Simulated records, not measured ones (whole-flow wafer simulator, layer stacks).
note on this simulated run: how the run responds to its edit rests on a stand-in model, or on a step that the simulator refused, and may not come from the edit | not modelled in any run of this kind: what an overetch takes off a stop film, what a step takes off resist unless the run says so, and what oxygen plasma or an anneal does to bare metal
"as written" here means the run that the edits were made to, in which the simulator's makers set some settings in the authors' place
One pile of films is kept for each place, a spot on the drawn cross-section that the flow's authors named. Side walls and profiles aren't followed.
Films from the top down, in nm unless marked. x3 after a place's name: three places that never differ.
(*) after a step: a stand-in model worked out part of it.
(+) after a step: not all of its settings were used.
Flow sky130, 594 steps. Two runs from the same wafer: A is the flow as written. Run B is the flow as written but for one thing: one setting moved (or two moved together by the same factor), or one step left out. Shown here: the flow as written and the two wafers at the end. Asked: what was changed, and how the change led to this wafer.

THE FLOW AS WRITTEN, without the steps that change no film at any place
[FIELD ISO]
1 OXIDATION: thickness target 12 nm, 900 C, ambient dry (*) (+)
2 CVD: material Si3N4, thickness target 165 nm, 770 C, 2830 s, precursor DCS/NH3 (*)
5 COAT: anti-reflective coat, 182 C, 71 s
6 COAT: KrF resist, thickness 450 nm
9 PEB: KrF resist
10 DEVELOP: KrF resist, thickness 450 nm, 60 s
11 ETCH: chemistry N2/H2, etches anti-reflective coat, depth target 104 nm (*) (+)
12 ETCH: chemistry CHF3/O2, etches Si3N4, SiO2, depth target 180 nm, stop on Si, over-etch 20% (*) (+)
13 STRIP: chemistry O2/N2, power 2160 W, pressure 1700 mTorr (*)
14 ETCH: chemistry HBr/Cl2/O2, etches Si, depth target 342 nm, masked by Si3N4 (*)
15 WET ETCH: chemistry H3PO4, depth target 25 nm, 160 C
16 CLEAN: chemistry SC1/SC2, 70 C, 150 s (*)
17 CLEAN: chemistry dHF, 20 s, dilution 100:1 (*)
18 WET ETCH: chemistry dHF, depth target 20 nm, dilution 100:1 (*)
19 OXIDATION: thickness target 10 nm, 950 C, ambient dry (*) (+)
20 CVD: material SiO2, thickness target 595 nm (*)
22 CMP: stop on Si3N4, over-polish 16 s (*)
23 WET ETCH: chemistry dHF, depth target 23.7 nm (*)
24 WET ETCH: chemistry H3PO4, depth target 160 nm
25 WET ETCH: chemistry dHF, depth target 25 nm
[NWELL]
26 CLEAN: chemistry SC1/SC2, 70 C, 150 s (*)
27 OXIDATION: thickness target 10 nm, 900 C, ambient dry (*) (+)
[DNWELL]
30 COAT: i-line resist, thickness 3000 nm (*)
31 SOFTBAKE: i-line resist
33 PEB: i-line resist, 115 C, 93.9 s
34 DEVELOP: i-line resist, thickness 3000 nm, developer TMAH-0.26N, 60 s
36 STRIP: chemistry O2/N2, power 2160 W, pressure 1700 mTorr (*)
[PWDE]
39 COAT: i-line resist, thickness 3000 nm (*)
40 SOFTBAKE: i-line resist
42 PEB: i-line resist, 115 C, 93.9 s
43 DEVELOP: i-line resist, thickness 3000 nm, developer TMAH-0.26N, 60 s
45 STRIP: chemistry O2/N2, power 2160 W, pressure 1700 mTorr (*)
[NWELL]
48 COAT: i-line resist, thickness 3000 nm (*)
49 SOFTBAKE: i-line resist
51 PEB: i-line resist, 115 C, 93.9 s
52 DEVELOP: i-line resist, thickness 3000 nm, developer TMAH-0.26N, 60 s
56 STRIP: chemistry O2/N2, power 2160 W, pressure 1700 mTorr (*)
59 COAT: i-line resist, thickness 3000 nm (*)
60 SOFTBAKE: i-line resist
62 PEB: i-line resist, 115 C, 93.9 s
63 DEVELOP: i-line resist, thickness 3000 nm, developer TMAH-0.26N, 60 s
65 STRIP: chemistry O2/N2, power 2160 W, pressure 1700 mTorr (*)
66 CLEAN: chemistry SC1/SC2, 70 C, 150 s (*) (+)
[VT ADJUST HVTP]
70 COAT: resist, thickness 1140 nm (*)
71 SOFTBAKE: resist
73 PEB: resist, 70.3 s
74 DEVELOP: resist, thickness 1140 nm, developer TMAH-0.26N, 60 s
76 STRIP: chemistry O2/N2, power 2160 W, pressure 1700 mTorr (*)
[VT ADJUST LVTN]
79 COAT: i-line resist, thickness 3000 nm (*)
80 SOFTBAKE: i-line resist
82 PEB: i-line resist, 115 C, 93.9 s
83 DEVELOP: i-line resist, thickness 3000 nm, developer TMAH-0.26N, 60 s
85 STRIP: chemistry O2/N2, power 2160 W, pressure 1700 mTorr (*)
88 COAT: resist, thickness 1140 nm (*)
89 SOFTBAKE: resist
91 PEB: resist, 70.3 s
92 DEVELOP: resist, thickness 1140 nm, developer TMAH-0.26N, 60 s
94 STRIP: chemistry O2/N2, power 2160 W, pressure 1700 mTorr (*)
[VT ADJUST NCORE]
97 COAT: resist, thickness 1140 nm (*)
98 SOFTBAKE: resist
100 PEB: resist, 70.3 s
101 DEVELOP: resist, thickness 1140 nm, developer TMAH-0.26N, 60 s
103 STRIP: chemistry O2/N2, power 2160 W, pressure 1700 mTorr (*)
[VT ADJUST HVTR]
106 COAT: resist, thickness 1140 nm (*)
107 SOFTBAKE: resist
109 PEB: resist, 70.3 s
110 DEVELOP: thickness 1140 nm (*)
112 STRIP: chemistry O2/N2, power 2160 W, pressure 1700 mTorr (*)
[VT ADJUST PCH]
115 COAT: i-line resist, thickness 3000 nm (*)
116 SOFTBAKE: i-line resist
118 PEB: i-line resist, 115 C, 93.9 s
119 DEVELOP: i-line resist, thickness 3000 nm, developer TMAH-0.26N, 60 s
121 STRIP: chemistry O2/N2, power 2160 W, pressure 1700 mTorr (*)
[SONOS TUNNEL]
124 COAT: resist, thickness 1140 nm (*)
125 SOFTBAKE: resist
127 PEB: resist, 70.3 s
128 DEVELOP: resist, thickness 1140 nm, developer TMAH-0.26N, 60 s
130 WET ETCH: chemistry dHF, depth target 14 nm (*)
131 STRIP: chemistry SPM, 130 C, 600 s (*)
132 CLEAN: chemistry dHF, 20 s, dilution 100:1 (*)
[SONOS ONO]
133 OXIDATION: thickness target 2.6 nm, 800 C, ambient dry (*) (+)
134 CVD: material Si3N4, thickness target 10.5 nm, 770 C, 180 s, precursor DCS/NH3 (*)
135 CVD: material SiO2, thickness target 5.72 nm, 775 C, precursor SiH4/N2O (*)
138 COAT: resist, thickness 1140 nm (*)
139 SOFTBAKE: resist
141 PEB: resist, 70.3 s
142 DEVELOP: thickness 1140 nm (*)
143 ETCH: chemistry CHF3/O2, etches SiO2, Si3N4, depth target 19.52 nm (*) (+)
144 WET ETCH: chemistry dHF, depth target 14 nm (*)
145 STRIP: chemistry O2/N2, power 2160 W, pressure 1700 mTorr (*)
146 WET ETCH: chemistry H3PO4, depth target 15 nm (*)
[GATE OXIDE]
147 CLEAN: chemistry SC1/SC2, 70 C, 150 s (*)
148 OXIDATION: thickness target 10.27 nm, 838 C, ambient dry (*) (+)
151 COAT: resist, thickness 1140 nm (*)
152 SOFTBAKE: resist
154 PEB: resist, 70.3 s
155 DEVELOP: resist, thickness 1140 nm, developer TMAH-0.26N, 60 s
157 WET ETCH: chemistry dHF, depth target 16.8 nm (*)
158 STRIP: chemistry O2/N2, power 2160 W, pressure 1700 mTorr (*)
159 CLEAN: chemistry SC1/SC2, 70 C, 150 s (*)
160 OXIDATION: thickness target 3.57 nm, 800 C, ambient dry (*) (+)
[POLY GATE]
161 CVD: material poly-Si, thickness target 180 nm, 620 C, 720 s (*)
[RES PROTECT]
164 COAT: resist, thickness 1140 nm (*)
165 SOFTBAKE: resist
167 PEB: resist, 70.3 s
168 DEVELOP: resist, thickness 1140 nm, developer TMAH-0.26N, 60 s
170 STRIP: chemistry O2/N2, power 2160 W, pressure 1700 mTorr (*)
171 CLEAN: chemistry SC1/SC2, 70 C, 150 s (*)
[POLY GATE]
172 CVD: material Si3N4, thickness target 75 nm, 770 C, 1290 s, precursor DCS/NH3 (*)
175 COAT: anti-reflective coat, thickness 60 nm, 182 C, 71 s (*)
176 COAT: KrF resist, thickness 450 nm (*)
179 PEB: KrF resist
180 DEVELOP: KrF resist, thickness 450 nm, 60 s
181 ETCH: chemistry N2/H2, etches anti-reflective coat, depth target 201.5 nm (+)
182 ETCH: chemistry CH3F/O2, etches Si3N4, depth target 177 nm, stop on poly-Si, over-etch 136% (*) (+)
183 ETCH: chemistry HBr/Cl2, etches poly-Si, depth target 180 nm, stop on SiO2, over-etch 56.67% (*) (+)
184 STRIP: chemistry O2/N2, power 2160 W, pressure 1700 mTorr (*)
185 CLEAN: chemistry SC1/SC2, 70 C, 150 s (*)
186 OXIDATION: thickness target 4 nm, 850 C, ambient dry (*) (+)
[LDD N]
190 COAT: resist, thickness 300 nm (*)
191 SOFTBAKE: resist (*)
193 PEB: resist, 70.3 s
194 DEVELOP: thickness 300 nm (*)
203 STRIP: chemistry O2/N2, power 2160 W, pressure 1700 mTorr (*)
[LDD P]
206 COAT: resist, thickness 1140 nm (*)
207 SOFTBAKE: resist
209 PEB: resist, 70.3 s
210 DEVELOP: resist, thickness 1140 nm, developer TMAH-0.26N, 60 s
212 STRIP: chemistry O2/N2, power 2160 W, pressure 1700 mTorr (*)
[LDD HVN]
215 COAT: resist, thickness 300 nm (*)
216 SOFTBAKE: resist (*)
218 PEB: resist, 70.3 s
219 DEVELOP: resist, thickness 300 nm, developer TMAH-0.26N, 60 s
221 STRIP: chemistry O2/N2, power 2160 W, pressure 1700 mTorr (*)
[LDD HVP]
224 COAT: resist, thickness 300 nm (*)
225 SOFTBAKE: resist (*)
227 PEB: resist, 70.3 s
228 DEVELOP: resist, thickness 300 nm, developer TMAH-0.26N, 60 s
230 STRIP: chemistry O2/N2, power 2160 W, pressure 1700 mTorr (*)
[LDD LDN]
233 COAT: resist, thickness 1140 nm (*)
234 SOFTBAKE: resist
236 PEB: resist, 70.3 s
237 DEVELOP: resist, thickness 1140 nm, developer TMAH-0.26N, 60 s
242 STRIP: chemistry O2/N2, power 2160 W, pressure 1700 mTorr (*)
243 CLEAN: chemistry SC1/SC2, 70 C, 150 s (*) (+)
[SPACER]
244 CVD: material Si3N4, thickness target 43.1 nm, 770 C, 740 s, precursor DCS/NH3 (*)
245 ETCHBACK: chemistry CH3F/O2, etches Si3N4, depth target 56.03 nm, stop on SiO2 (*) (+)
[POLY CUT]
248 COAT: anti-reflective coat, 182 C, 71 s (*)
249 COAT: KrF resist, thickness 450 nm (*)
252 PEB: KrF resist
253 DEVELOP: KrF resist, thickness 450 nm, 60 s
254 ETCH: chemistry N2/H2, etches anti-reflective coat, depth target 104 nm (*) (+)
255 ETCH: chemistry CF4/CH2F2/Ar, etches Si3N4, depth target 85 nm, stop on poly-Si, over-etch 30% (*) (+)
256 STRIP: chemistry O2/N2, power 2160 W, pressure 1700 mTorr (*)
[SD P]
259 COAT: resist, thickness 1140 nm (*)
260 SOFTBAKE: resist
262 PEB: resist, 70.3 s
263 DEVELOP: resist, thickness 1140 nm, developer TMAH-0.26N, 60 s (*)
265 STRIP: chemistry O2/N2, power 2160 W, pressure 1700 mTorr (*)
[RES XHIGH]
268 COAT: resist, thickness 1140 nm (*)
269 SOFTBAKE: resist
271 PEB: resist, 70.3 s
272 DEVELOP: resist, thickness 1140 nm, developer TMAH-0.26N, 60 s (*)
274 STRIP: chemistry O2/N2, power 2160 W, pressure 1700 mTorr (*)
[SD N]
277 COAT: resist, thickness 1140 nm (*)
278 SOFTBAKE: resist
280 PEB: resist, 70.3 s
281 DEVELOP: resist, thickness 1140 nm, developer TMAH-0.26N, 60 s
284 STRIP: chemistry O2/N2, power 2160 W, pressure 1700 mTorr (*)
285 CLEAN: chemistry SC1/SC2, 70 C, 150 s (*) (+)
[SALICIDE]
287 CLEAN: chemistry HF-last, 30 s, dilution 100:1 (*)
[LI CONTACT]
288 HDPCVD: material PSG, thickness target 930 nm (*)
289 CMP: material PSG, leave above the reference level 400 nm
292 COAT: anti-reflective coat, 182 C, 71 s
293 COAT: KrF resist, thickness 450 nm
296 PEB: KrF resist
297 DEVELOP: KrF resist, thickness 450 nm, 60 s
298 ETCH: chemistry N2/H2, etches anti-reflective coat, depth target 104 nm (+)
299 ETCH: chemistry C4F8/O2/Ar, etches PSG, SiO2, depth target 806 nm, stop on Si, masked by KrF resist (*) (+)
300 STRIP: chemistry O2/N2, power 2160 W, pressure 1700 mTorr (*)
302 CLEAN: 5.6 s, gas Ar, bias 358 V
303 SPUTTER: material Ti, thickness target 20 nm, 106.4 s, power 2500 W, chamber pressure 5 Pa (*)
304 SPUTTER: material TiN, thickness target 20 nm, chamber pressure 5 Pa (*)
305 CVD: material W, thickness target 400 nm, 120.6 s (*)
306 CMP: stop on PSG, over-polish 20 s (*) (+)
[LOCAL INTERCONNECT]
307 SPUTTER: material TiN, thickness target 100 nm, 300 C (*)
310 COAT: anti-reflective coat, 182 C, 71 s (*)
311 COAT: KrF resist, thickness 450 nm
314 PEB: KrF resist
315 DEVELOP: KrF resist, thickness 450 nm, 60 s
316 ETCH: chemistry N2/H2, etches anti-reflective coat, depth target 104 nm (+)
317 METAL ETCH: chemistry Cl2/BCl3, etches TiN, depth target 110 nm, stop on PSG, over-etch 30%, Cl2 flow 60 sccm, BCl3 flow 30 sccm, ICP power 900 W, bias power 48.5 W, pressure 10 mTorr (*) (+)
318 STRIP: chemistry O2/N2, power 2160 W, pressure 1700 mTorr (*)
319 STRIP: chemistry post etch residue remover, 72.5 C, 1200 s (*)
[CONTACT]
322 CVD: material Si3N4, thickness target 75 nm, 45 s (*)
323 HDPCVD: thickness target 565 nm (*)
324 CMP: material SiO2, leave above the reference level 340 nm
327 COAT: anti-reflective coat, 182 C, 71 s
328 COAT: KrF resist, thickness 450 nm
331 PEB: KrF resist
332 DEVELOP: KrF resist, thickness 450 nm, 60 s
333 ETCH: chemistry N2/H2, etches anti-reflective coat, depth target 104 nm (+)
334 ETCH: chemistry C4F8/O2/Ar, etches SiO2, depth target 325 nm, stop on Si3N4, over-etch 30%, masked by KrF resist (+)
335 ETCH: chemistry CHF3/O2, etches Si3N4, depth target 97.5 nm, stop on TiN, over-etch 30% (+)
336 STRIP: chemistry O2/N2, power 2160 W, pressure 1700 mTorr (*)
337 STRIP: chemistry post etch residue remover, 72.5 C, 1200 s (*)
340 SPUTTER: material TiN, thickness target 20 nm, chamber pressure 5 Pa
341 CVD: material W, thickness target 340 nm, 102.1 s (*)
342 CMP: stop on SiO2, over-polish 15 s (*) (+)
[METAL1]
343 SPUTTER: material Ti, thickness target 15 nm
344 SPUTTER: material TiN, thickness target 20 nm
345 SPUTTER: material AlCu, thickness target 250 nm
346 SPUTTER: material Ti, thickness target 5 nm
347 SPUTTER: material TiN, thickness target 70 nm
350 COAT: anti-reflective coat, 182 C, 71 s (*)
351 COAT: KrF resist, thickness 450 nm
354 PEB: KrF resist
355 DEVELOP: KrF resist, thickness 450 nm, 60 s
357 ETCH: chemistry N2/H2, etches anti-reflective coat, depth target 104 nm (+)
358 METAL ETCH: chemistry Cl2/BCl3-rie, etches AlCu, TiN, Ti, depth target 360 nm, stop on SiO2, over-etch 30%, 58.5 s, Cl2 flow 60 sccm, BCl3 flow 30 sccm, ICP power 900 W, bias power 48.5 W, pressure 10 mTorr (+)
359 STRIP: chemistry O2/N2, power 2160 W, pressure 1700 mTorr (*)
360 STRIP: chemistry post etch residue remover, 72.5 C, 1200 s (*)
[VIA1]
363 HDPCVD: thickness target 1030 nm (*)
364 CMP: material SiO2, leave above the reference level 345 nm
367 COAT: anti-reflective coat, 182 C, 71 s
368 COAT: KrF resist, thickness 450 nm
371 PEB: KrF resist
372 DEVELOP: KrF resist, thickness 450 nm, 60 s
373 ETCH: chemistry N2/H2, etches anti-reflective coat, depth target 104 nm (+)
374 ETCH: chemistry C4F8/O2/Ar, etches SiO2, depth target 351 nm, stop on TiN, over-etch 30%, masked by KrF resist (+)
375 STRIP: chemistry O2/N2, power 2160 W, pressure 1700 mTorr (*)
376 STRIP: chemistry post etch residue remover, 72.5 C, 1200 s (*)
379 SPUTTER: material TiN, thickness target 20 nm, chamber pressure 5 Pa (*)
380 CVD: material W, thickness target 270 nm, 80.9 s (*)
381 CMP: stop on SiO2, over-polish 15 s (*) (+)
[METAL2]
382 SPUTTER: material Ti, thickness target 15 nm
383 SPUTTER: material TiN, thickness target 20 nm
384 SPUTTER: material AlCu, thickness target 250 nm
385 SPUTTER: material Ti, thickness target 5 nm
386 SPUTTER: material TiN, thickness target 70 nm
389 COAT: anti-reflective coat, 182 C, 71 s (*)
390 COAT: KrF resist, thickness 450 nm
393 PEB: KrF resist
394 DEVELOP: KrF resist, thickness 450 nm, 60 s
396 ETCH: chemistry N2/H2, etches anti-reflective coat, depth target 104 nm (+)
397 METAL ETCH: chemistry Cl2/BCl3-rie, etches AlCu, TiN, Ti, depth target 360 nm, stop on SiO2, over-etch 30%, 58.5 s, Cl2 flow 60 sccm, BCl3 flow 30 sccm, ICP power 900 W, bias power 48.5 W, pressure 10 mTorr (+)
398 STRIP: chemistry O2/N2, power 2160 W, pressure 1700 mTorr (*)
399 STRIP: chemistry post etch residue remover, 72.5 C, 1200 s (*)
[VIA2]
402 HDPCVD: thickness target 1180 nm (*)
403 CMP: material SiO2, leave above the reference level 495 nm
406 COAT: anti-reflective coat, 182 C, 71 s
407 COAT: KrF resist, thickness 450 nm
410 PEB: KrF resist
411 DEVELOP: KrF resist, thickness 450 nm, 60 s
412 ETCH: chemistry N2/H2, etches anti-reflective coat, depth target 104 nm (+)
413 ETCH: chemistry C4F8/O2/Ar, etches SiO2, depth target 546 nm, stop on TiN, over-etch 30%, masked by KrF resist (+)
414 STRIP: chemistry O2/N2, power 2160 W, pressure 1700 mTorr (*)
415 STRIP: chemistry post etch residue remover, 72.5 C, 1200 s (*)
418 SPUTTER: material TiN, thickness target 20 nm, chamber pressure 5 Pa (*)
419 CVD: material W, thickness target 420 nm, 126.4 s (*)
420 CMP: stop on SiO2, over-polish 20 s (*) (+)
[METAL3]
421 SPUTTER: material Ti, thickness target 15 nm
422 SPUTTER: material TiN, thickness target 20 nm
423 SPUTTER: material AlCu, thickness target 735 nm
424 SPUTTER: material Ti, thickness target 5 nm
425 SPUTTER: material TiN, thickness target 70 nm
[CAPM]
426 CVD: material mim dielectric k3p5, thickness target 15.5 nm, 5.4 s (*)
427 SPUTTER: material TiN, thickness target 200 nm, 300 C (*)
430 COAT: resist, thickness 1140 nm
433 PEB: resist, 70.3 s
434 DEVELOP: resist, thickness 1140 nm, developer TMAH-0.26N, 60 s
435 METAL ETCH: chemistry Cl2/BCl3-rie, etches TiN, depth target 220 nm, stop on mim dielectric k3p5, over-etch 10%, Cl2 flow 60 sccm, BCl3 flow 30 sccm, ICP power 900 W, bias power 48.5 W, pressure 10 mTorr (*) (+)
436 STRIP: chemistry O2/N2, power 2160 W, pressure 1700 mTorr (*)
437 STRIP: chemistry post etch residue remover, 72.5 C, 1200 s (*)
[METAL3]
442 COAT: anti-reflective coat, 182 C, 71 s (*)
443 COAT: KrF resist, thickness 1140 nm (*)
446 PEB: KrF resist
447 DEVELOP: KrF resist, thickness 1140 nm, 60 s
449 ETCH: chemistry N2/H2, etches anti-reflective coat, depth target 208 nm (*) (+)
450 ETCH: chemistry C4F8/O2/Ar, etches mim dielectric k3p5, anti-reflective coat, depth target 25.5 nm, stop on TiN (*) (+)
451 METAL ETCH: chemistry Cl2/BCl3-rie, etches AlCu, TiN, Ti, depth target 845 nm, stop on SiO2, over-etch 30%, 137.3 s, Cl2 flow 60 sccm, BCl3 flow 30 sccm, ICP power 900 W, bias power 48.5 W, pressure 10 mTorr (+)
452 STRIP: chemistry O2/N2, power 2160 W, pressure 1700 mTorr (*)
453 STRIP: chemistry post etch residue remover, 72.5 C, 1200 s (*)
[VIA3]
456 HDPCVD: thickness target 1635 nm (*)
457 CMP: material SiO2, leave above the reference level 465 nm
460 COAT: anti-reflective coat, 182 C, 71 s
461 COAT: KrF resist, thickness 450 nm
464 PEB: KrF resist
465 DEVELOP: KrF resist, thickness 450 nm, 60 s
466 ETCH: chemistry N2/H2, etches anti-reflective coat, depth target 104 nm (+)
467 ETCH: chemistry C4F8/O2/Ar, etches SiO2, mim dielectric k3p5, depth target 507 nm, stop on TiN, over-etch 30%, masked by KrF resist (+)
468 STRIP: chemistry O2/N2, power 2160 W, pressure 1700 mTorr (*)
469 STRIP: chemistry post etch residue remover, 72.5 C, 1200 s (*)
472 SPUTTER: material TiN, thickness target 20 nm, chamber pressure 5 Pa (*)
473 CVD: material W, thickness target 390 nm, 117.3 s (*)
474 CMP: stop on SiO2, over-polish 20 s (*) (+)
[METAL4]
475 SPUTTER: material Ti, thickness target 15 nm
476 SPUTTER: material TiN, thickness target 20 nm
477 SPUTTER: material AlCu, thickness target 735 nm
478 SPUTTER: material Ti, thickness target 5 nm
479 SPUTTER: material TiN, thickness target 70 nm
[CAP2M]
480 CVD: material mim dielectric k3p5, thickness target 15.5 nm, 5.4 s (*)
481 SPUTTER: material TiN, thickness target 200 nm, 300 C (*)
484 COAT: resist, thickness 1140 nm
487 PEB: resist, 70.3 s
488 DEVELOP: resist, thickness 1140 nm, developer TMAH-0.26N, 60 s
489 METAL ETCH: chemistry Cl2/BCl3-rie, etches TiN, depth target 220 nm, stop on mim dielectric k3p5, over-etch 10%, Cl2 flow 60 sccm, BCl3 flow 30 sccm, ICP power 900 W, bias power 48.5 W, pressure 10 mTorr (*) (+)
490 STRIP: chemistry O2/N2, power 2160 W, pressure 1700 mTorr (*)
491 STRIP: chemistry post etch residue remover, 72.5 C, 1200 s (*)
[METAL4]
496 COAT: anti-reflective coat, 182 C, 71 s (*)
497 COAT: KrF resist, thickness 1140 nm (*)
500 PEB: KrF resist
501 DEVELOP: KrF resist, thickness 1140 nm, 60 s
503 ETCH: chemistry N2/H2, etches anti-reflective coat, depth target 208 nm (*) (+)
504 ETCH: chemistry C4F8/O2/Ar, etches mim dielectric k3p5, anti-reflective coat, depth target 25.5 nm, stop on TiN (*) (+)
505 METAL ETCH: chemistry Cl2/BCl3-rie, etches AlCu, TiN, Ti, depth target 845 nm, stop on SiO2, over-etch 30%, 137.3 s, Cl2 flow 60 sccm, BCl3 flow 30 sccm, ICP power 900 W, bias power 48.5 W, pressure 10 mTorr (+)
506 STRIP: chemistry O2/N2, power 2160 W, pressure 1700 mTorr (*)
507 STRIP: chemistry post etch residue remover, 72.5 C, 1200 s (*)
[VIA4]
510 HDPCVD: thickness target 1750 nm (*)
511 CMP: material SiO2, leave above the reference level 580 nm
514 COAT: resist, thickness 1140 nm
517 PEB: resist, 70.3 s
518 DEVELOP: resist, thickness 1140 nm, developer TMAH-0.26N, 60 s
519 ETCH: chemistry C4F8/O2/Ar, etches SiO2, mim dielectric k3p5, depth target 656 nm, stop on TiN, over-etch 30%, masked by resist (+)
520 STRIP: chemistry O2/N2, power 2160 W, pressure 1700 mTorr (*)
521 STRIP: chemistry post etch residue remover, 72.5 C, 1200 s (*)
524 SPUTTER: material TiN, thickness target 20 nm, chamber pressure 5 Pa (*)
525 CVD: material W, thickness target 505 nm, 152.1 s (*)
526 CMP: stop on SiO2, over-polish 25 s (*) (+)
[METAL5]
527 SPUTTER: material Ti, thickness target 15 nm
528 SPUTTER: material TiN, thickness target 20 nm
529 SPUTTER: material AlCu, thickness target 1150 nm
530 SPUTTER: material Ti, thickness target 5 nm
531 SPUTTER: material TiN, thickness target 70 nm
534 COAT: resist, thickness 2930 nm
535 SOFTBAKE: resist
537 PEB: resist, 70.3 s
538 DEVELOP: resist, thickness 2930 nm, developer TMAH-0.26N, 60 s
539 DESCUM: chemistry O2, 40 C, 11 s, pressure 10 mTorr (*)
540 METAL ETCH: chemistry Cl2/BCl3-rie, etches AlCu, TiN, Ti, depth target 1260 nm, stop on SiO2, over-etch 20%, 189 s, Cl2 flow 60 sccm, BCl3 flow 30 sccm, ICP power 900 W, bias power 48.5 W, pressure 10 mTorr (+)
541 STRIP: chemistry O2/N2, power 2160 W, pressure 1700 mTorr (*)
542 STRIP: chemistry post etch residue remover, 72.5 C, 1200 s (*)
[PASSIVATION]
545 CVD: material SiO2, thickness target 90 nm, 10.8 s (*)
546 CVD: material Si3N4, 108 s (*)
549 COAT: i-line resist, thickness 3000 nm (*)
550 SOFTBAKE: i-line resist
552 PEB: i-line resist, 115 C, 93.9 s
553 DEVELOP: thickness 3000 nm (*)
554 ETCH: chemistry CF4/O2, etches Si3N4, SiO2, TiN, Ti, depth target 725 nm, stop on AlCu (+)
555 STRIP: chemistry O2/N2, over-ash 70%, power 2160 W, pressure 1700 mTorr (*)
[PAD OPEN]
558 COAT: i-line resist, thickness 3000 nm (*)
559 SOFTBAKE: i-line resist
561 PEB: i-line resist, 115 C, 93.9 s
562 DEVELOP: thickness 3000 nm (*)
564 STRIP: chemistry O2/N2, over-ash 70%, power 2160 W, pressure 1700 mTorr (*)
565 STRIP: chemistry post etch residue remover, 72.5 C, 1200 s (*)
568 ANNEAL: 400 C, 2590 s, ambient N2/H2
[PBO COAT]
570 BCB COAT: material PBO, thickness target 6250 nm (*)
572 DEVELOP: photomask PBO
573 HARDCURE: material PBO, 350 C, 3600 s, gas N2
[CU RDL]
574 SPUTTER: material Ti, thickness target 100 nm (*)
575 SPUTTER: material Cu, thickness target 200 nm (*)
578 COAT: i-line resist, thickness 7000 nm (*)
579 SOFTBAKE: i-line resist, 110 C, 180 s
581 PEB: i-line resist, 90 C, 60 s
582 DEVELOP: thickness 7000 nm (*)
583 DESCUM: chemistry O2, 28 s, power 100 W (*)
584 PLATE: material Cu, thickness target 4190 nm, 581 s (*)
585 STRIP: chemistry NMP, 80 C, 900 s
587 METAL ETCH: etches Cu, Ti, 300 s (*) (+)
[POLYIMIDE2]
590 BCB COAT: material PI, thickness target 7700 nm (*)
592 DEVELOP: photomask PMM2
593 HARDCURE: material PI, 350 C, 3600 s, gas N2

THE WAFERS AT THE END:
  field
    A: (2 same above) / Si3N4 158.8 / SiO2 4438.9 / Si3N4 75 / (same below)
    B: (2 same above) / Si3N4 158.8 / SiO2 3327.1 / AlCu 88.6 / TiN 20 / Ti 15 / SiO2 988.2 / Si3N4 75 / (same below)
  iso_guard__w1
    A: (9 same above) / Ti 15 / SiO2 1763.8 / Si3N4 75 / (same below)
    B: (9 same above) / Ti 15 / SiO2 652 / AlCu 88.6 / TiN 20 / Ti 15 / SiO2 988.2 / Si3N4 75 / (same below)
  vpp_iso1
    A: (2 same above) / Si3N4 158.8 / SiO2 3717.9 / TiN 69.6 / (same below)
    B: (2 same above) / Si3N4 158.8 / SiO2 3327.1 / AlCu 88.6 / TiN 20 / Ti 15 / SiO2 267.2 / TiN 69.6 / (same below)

The cause: step 397, METAL ETCH: depth target 176.4 nm was run, where the flow has depth target 360 nm; step 397, METAL ETCH: 28.7 s was run, where the flow has 58.5 s.

How the change led to this, step by step:
  397 METAL ETCH: chemistry Cl2/BCl3-rie, etches AlCu, TiN, Ti, depth target 360 nm, stop on SiO2, over-etch 30%, 58.5 s, Cl2 flow 60 sccm, BCl3 flow 30 sccm, ICP power 900 W, bias power 48.5 W, pressure 10 mTorr (+)
      field, active, gate and 82 more: A TiN -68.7 (all of it), Ti -5 (all of it), AlCu -250 (all of it), TiN -20 (all of it), Ti -15 (all of it), SiO2 -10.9 | B TiN -68.7 (all of it), Ti -5 (all of it), AlCu -155.7
      n_well, p_well, gate_hv and 103 more: A KrF resist -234 | B KrF resist -114.7
  398 STRIP: chemistry O2/N2, power 2160 W, pressure 1700 mTorr (*)
      gate_hv, mim, dice_street and 94 more: A KrF resist -143.8 (all of it), anti-reflective coat -80 (all of it) | B KrF resist -263.2 (all of it), anti-reflective coat -80 (all of it)
      n_well, p_well, sd_n, sd_p, pad, gate_p, vpp_tail: A KrF resist -143.8 (all of it), anti-reflective coat -80 (all of it) | B KrF resist -263.1 (all of it), anti-reflective coat -80 (all of it)
      (and at 2 more places)
  399 STRIP: chemistry post etch residue remover, 72.5 C, 1200 s (*)
      field, active, gate and 82 more: A nothing | B AlCu -5.72
  402 HDPCVD: thickness target 1180 nm (*)
      field, active, gate and 82 more: A SiO2 +1180 | B SiO2 +1180 (new film)
  403 CMP: material SiO2, leave above the reference level 495 nm
      field, active, gate and 82 more: A SiO2 -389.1 | B SiO2 -523.6
Counting metal films that touch as one body, field has 1 body; the flow as written gives 0 bodies.
Counting metal films that touch as one body, iso_guard__w1 has 2 bodies (between them, from the top down: SiO2 652); the flow as written gives 1 body.
Counting metal films that touch as one body, vpp_iso1 has 2 bodies (between them, from the top down: SiO2 267.2); the flow as written gives 1 body.
